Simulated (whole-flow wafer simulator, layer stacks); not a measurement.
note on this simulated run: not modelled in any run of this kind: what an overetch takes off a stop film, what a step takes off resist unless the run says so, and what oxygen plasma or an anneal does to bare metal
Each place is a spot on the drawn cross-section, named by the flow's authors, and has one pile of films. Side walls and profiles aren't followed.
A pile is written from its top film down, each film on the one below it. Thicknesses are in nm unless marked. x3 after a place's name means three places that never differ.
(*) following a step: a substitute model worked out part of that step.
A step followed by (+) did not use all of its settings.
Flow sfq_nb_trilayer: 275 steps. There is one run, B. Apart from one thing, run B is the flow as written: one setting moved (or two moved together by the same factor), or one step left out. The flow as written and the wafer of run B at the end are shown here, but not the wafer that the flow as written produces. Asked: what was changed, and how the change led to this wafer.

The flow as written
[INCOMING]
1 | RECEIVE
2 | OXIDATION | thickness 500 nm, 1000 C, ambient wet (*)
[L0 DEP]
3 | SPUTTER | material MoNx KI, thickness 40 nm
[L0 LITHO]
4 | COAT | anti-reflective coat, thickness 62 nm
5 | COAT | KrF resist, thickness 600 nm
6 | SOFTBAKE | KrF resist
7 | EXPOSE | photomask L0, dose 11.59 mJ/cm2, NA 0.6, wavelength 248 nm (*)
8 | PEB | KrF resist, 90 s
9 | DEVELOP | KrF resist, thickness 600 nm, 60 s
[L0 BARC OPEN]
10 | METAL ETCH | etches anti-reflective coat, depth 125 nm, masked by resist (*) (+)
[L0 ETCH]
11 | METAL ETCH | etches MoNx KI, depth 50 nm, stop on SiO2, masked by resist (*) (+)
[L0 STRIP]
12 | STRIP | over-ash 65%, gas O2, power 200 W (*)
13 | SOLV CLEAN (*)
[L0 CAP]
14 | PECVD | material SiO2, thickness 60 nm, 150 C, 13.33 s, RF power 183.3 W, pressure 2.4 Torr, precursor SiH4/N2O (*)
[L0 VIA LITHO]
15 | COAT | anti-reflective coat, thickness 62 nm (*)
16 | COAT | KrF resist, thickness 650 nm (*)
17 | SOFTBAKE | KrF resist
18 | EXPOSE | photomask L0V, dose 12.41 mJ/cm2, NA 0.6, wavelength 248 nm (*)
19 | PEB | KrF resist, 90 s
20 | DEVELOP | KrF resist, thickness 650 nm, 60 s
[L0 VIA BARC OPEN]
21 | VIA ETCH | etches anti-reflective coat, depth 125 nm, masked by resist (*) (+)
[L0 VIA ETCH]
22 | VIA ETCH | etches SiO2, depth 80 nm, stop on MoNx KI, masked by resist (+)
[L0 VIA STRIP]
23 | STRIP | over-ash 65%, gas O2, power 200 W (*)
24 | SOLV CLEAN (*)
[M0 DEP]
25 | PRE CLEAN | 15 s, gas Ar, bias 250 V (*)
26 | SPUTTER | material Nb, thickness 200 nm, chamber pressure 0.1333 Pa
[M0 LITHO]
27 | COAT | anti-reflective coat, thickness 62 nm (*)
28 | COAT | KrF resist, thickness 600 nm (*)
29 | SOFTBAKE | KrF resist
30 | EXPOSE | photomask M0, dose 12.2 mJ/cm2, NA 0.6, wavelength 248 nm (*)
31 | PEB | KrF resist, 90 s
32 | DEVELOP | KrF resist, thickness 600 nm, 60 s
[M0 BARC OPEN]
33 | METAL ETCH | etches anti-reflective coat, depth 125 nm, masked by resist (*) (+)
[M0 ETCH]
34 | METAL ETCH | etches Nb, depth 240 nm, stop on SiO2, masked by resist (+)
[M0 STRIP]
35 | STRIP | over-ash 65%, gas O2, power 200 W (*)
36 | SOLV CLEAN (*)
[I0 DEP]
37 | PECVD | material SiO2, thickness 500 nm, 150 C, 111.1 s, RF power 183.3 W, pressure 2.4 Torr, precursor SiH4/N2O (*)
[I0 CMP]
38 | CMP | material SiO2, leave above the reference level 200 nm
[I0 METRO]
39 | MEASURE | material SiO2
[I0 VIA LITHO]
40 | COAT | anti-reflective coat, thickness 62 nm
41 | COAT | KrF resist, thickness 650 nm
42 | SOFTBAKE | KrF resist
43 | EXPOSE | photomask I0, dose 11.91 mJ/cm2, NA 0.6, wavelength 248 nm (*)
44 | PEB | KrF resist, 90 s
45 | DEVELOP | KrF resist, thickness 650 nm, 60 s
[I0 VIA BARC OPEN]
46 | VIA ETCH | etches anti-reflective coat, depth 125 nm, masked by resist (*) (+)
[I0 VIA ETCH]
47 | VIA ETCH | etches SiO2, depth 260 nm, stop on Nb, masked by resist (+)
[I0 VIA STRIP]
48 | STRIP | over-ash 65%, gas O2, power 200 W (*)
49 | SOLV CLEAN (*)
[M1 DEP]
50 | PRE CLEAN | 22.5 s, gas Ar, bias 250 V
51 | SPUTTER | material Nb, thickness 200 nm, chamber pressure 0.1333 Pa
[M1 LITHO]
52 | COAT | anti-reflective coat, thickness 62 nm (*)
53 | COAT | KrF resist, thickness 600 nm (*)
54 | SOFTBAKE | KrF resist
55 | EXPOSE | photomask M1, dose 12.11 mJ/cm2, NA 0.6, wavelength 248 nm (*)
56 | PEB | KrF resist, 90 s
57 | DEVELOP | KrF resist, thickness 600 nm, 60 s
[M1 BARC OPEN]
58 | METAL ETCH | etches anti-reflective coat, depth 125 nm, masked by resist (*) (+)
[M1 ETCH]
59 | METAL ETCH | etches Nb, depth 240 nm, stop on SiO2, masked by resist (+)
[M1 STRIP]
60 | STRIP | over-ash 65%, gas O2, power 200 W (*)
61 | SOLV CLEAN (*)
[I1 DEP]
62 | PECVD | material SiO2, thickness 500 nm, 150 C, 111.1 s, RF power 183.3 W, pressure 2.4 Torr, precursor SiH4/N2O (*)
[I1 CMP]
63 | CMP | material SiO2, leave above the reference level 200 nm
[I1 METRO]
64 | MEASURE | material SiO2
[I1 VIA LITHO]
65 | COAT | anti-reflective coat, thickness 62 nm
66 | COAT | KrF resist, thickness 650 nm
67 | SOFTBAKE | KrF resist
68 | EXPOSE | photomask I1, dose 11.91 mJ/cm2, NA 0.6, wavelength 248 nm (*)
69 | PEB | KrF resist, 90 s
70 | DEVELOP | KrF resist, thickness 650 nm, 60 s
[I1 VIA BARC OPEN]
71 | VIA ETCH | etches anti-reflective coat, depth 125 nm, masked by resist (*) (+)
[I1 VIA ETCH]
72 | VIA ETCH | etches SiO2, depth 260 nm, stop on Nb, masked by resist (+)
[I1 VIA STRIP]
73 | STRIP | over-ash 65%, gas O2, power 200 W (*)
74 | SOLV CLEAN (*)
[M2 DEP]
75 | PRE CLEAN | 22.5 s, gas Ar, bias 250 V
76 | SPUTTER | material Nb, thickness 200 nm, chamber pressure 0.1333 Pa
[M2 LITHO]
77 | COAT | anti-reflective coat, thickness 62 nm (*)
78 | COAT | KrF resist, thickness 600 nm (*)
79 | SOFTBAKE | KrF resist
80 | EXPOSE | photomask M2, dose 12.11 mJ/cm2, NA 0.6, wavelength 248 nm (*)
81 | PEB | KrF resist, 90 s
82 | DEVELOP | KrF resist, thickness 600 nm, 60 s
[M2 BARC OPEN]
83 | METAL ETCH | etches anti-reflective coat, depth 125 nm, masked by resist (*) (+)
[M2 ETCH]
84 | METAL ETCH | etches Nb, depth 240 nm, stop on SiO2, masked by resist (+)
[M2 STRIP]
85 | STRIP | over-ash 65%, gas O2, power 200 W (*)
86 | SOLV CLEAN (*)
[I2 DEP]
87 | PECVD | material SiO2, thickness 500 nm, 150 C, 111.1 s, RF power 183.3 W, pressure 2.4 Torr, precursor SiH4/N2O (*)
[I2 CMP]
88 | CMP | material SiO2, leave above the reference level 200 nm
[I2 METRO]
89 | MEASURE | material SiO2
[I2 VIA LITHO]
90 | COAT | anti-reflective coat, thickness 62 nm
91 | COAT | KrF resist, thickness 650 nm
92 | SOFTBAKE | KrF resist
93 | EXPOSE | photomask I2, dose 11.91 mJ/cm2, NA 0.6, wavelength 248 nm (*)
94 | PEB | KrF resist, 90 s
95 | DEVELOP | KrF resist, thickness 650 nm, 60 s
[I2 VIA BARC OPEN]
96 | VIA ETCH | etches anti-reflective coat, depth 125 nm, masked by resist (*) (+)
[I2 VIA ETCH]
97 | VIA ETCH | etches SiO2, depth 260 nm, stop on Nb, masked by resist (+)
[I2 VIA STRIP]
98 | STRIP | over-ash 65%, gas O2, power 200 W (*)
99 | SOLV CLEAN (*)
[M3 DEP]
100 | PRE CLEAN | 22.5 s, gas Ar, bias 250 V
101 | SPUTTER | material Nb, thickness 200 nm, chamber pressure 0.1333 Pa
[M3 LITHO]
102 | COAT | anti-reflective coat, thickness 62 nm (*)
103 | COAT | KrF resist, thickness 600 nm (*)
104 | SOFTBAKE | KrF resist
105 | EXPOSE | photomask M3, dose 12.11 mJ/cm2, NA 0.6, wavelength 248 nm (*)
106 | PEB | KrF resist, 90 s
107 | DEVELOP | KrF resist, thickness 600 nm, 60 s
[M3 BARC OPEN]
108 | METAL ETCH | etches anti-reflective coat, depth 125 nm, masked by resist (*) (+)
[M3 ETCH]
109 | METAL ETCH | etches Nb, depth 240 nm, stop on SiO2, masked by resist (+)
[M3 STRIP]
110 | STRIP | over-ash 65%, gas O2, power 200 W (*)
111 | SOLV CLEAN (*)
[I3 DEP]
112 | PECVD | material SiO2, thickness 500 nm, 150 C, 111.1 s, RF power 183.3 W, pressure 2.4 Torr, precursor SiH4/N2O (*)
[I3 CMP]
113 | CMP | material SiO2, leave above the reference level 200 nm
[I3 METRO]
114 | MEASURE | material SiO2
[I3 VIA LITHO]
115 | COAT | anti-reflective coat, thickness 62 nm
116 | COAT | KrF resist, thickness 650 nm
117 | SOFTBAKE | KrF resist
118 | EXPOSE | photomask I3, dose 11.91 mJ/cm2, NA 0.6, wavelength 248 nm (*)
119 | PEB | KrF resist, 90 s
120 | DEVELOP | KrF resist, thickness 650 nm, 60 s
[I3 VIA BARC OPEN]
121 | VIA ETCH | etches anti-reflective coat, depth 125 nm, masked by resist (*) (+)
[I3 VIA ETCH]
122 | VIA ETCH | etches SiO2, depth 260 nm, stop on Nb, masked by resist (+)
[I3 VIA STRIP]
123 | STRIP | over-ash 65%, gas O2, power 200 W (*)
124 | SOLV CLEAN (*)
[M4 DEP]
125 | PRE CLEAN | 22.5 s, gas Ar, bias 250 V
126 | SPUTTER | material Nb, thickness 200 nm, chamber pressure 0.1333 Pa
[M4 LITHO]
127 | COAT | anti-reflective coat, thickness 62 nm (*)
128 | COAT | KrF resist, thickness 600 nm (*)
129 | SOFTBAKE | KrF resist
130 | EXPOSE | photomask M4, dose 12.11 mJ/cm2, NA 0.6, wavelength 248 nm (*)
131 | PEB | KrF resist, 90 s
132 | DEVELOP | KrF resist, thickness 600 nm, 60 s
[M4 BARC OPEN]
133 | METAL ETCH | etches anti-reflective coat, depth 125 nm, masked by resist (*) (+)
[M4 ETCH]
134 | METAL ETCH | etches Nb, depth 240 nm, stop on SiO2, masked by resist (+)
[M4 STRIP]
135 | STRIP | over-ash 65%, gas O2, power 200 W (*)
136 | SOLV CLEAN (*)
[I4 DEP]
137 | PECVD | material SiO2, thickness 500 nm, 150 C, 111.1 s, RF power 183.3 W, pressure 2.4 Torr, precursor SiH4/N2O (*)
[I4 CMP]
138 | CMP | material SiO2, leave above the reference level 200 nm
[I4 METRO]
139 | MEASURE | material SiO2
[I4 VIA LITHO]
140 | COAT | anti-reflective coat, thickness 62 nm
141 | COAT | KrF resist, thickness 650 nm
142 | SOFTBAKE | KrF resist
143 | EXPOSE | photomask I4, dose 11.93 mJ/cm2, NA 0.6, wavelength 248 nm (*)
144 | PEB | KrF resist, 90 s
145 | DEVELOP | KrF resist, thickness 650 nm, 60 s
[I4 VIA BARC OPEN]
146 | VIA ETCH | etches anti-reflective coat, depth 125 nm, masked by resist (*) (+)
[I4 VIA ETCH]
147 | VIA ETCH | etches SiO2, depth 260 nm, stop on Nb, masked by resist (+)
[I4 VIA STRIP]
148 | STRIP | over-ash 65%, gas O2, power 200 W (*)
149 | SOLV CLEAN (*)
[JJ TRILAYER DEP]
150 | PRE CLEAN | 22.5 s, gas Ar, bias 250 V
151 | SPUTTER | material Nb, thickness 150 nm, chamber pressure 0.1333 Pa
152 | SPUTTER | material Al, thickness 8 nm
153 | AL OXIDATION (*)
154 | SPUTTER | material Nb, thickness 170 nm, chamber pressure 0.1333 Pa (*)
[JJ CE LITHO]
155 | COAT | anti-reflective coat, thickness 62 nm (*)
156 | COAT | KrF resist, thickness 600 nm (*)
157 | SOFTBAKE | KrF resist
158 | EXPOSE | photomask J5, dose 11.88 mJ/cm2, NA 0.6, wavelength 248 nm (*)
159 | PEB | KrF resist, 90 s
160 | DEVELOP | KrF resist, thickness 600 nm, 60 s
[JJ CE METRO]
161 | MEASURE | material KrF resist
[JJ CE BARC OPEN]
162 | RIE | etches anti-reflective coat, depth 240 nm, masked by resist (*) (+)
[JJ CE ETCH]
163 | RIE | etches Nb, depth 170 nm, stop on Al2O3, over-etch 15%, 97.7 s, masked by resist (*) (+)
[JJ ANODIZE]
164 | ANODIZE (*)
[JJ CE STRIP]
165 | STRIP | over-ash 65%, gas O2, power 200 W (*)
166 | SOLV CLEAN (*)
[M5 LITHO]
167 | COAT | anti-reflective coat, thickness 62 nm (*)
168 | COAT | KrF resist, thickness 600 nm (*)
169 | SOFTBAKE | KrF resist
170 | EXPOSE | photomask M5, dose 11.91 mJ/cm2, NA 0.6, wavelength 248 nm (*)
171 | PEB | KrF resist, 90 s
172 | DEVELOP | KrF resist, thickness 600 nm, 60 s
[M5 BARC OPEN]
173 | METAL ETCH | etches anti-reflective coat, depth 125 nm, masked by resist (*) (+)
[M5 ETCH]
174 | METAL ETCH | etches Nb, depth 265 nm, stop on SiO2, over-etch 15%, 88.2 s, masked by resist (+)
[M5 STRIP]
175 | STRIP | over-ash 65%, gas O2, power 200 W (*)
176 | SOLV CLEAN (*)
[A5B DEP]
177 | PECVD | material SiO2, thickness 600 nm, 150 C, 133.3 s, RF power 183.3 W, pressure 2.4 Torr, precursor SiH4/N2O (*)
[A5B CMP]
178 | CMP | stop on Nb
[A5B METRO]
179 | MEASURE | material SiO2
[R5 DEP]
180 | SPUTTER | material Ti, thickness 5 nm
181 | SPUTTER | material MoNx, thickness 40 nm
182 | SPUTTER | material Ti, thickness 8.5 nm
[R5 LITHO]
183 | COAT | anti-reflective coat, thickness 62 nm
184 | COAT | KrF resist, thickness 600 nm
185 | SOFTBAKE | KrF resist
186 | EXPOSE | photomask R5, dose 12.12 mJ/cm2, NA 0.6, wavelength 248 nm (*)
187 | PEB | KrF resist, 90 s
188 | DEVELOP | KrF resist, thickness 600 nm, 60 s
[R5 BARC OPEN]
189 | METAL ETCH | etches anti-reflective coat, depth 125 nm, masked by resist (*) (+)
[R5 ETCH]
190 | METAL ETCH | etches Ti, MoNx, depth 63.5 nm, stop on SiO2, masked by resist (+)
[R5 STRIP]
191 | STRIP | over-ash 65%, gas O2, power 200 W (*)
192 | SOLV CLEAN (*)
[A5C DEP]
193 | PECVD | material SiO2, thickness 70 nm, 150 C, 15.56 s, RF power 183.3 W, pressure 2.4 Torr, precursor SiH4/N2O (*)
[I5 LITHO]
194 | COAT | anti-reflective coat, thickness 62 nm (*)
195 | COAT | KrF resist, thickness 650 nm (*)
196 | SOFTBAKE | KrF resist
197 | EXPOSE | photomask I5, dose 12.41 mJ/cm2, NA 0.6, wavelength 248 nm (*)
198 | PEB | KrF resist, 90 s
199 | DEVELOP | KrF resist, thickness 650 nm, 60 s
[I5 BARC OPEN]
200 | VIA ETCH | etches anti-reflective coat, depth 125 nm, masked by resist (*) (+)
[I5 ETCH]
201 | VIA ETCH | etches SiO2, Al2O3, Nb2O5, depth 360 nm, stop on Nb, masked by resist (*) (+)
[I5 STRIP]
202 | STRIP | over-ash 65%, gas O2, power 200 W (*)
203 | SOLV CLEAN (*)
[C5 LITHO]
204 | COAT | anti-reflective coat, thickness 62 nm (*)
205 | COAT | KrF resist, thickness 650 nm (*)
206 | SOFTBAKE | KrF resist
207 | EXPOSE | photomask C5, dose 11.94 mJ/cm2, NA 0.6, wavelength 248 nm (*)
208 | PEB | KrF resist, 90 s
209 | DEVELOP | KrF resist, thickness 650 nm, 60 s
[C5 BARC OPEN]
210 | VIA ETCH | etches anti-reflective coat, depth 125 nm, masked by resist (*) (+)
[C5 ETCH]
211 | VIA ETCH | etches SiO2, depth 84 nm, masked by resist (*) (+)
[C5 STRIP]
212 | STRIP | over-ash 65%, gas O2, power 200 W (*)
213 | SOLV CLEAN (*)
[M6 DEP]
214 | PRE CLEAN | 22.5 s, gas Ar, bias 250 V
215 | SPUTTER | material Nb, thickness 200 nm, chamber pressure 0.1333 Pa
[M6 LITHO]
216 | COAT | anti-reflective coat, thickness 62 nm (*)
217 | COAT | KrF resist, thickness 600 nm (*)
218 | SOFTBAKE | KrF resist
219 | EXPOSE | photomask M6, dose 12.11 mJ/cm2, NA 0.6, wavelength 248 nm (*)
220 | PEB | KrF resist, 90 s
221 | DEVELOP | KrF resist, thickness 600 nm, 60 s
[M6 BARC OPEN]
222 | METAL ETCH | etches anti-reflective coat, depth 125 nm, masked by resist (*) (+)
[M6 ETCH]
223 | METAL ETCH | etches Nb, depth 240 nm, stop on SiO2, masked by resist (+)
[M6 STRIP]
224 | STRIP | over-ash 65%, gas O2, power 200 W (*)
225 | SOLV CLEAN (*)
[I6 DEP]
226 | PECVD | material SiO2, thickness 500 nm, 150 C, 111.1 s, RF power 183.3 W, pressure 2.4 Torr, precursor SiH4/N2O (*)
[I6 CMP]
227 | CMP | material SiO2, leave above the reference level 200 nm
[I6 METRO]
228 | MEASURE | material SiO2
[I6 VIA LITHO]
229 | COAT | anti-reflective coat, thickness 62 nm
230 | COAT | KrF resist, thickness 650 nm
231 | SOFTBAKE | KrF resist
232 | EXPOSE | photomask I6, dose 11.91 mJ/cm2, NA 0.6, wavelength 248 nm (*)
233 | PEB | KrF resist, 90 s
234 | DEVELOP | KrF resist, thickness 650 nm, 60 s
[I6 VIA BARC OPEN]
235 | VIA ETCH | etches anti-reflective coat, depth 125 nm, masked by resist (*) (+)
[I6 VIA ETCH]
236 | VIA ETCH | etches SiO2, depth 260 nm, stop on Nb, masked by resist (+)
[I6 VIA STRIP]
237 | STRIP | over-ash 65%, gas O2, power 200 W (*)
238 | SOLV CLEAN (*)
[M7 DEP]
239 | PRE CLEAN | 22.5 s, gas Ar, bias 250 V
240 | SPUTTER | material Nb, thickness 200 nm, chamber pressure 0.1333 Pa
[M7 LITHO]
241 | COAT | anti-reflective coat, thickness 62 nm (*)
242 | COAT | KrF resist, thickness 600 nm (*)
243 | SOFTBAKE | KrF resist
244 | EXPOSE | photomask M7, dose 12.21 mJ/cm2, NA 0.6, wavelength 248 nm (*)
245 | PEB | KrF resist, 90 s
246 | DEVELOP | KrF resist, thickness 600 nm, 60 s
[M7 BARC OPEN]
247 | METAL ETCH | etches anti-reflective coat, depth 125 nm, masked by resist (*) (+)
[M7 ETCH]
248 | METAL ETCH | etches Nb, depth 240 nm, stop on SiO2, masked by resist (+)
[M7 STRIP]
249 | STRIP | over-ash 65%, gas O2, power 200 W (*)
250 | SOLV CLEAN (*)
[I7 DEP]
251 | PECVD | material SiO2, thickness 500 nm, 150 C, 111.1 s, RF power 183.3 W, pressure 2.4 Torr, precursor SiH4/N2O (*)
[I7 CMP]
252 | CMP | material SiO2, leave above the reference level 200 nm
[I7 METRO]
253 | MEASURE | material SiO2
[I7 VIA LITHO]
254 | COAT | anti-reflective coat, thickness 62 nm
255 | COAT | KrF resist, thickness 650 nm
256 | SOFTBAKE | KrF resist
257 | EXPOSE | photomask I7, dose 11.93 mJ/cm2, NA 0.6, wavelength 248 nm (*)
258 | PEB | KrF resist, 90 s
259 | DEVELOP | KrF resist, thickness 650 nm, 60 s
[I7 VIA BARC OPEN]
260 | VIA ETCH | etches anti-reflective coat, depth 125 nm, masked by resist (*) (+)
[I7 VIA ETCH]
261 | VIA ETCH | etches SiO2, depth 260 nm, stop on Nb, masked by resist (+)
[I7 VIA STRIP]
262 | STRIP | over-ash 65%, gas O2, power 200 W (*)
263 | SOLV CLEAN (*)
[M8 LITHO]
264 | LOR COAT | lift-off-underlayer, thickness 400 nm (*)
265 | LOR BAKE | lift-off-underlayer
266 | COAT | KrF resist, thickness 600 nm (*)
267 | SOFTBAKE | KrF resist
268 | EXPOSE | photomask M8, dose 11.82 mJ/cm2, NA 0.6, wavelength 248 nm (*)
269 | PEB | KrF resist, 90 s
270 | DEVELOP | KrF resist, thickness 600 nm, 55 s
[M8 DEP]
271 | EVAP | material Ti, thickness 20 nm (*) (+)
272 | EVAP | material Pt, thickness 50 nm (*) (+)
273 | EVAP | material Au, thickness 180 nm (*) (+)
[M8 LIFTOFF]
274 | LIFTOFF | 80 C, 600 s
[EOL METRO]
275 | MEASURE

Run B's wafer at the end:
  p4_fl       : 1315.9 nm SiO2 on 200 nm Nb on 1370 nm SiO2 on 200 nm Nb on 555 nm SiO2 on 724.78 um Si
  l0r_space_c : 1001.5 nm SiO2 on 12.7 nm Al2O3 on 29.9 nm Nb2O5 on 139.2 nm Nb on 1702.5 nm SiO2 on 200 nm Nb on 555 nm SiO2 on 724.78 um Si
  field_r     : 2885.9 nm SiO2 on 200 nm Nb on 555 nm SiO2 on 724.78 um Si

The reason: step 138, CMP: leave above the reference level 140 nm was run, while the flow as written has leave above the reference level 200 nm.

The path from the change to this, step by step:
  138 | CMP | material SiO2, leave above the reference level 200 nm
      field_l, be, be_sur and 55 more: SiO2 loses 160 (it would be, as written: SiO2 loses 100)
      v_sur, via_wl, via_w and 35 more: SiO2 loses 360 (it would be, as written: SiO2 loses 300)
      (also at 10 further places)
  147 | VIA ETCH | etches SiO2, depth 260 nm, stop on Nb, masked by resist (+)
      field_l, v_sur, via_sp and 100 more: KrF resist loses 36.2 (it would be, as written: KrF resist loses 44.8)
      via_wl, via_w, via_wr: SiO2 loses 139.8 (all of it) (it would be, as written: SiO2 loses 199.8 (all of it))
  151 | SPUTTER | material Nb, thickness 150 nm, chamber pressure 0.1333 Pa
      via_wl, via_w, via_wr: Nb gains 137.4 (it would be, as written: Nb gains 130.4)
  154 | SPUTTER | material Nb, thickness 170 nm, chamber pressure 0.1333 Pa (*)
      via_wl, via_wr: Nb gains 120.3 (new film) (it would be, as written: Nb gains 140.7 (new film))
      via_w: Nb gains 164.4 (new film) (it would be, as written: Nb gains 141 (new film))
  155 | COAT | anti-reflective coat, thickness 62 nm (*)
      via_wl, via_wr: anti-reflective coat gains 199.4 (new film) (it would be, as written: anti-reflective coat gains 209.4 (new film))
      v_sur: anti-reflective coat gains 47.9 (new film) (it would be, as written: anti-reflective coat gains 45.1 (new film))
      (also at 2 further places)
  156 | COAT | KrF resist, thickness 600 nm (*)
      via_wl: KrF resist gains 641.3 (new film) (it would be, as written: KrF resist gains 663 (new film))
      via_w: KrF resist gains 695.8 (new film) (it would be, as written: KrF resist gains 763.8 (new film))
      (also at 1 further place)
  160 | DEVELOP | KrF resist, thickness 600 nm, 60 s
      via_wl: KrF resist loses 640 (all of it) (it would be, as written: KrF resist loses 661.6 (all of it))
      via_w: KrF resist loses 694.3 (all of it) (it would be, as written: KrF resist loses 762.1 (all of it))
      (also at 1 further place)
  162 | RIE | etches anti-reflective coat, depth 240 nm, masked by resist (*) (+)
      ce_l, c5j, ce_r, wl_jj: KrF resist loses 199.4 (it would be, as written: KrF resist loses 209.4)
      via_wl, via_wr: anti-reflective coat loses 199.4 (all of it) (it would be, as written: anti-reflective coat loses 209.4 (all of it))
      (also at 3 further places)
  163 | RIE | etches Nb, depth 170 nm, stop on Al2O3, over-etch 15%, 97.7 s, masked by resist (*) (+)
      via_w: Nb loses 164.4 (all of it), Al2O3 loses 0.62 (it would be, as written: Nb loses 141 (all of it), Al2O3 loses 0.96 (all of it))
      via_wl, via_wr: Nb loses 120.3 (all of it), Al2O3 loses 0.96 (all of it) (it would be, as written: Nb loses 140.7 (all of it), Al2O3 loses 0.96 (all of it))
  164 | ANODIZE (*)
      via_w: Al2O3 gains 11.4, Nb2O5 gains 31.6 (new film), Al loses 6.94 (all of it), Nb loses 11.4 (it would be, as written: Al2O3 gains 10.8 (new film), Nb2O5 gains 33.3 (new film), Al loses 6.54 (all of it), Nb loses 12)
  165 | STRIP | over-ash 65%, gas O2, power 200 W (*)
      ce_l: KrF resist loses 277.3 (all of it), anti-reflective coat loses 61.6 (all of it) (it would be, as written: KrF resist loses 266.8 (all of it), anti-reflective coat loses 61.4 (all of it))
      c5j: KrF resist loses 277.3 (all of it), anti-reflective coat loses 61.7 (all of it) (it would be, as written: KrF resist loses 266.9 (all of it), anti-reflective coat loses 61.5 (all of it))
      (also at 2 further places)
  167 | COAT | anti-reflective coat, thickness 62 nm (*)
      via_wl: anti-reflective coat gains 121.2 (new film) (it would be, as written: anti-reflective coat gains 170.5 (new film))
      via_w: anti-reflective coat gains 74.9 (new film) (it would be, as written: anti-reflective coat gains 84.1 (new film))
      (also at 1 further place)
  168 | COAT | KrF resist, thickness 600 nm (*)
      via_w: KrF resist gains 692 (new film) (it would be, as written: KrF resist gains 732.6 (new film))
  175 | STRIP | over-ash 65%, gas O2, power 200 W (*)
      v_sur: KrF resist loses 359.4 (all of it), anti-reflective coat loses 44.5 (all of it) (it would be, as written: KrF resist loses 349.2 (all of it), anti-reflective coat loses 44.9 (all of it))
      via_wl: KrF resist loses 423.2 (all of it), anti-reflective coat loses 121.2 (all of it) (it would be, as written: KrF resist loses 427 (all of it), anti-reflective coat loses 170.5 (all of it))
      (also at 2 further places)
  178 | CMP | stop on Nb
      via_wl, via_wr: SiO2 loses 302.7 (it would be, as written: SiO2 loses 235.7)
      via_w: SiO2 loses 302.1 (it would be, as written: SiO2 loses 235.2)
